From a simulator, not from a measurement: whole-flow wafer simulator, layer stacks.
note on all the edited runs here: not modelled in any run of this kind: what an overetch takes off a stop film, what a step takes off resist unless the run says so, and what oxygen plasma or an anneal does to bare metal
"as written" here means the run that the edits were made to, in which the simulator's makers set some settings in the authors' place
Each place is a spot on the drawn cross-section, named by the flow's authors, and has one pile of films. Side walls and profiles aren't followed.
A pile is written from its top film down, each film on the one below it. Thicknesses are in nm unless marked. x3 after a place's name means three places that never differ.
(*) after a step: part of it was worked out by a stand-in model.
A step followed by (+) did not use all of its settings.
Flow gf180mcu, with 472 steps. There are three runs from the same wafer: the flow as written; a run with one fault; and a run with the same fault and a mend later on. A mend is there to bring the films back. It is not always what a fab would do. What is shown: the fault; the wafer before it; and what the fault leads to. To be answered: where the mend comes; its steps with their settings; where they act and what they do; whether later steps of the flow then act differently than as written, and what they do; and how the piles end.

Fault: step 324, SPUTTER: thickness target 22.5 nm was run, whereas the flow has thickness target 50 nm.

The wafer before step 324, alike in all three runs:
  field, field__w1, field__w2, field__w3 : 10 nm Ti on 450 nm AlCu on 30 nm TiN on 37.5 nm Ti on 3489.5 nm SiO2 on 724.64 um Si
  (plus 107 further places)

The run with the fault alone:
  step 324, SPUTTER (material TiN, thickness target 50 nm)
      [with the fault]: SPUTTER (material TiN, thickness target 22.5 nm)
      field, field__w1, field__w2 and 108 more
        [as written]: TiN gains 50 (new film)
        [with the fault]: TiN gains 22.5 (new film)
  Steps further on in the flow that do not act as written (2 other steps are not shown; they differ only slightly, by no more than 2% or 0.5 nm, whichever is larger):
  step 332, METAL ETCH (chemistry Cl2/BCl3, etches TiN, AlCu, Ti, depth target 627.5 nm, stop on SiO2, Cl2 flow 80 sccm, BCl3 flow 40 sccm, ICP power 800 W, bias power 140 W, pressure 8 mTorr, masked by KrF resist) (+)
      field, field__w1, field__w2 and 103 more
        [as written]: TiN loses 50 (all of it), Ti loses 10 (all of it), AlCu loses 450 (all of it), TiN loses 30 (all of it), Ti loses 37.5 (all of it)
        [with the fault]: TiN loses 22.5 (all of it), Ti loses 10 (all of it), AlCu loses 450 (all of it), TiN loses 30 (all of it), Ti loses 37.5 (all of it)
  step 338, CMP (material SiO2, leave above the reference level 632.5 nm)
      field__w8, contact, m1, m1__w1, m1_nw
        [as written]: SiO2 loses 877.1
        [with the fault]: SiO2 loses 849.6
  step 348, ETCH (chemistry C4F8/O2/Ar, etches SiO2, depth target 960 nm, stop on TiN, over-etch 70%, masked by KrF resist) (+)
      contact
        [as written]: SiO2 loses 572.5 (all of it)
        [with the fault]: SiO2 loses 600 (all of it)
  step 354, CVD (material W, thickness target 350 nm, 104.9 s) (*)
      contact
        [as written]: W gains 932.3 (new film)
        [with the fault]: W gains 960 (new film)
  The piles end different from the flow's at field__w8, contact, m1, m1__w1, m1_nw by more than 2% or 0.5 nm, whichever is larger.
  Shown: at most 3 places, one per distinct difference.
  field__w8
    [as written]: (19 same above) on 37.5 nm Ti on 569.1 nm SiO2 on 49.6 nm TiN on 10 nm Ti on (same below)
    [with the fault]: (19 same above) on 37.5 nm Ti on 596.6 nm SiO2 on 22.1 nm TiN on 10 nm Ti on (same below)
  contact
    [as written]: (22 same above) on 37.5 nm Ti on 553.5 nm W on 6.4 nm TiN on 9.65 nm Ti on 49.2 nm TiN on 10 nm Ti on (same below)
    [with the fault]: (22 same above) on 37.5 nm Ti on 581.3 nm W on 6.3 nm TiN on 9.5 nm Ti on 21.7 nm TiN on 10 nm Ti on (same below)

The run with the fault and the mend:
  The mend follows step 324.
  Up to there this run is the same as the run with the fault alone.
  step 324a, SPUTTER (material TiN, thickness target 27.5 nm) (the flow's step 324 again, with other settings)
      field, field__w1, field__w2 and 108 more
        TiN gains 27.5
  Later steps of the flow that are run all act as written at every place that is followed.
  The piles end the same as the flow's at every place that both follow.
